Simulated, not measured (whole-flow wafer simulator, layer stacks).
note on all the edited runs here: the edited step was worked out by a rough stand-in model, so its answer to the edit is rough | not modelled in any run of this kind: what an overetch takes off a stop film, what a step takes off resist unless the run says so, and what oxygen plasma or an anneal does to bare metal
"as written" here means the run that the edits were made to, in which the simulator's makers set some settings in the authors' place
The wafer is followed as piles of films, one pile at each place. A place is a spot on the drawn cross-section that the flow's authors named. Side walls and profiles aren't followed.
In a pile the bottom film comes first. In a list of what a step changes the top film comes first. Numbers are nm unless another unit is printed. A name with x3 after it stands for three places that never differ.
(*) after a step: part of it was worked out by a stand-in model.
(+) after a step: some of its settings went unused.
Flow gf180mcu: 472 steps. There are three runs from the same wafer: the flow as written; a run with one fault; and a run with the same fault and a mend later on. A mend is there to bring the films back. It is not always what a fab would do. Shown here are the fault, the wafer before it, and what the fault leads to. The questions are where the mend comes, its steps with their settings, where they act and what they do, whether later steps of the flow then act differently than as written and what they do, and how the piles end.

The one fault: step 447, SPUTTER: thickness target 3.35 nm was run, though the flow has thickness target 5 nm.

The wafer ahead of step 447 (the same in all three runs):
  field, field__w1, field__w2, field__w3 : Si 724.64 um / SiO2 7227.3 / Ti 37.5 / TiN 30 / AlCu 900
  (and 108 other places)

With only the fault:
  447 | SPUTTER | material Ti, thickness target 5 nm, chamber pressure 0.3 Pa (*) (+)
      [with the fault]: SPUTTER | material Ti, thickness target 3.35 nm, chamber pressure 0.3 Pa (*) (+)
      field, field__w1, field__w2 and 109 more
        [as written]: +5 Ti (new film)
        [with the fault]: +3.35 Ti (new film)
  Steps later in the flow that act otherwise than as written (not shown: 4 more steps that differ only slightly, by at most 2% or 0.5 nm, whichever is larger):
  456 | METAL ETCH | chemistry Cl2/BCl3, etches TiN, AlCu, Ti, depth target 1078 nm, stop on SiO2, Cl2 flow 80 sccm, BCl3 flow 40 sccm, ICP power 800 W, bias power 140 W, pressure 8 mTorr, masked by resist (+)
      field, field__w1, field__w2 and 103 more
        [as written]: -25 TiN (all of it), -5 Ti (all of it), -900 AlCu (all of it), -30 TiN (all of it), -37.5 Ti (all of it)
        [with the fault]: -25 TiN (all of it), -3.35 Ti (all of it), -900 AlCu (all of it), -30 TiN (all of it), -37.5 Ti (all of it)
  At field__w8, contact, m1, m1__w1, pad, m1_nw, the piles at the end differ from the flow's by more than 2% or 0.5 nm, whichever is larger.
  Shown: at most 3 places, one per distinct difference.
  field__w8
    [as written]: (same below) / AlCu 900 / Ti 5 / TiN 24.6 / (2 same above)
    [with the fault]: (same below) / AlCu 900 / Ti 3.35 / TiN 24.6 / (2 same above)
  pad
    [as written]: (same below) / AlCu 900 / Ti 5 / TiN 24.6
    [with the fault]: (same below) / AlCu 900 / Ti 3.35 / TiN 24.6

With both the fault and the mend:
  The mend follows step 447.
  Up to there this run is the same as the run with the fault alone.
  447a | SPUTTER | material Ti, thickness target 1.65 nm, chamber pressure 0.3 Pa (*) (+) (a further turn of the flow's step 447, with different settings)
      field, field__w1, field__w2 and 109 more
        +1.65 Ti
  Every later step of the flow that is run acts as written at every place that is followed.
  The piles end the same as the flow's at every place that both follow.
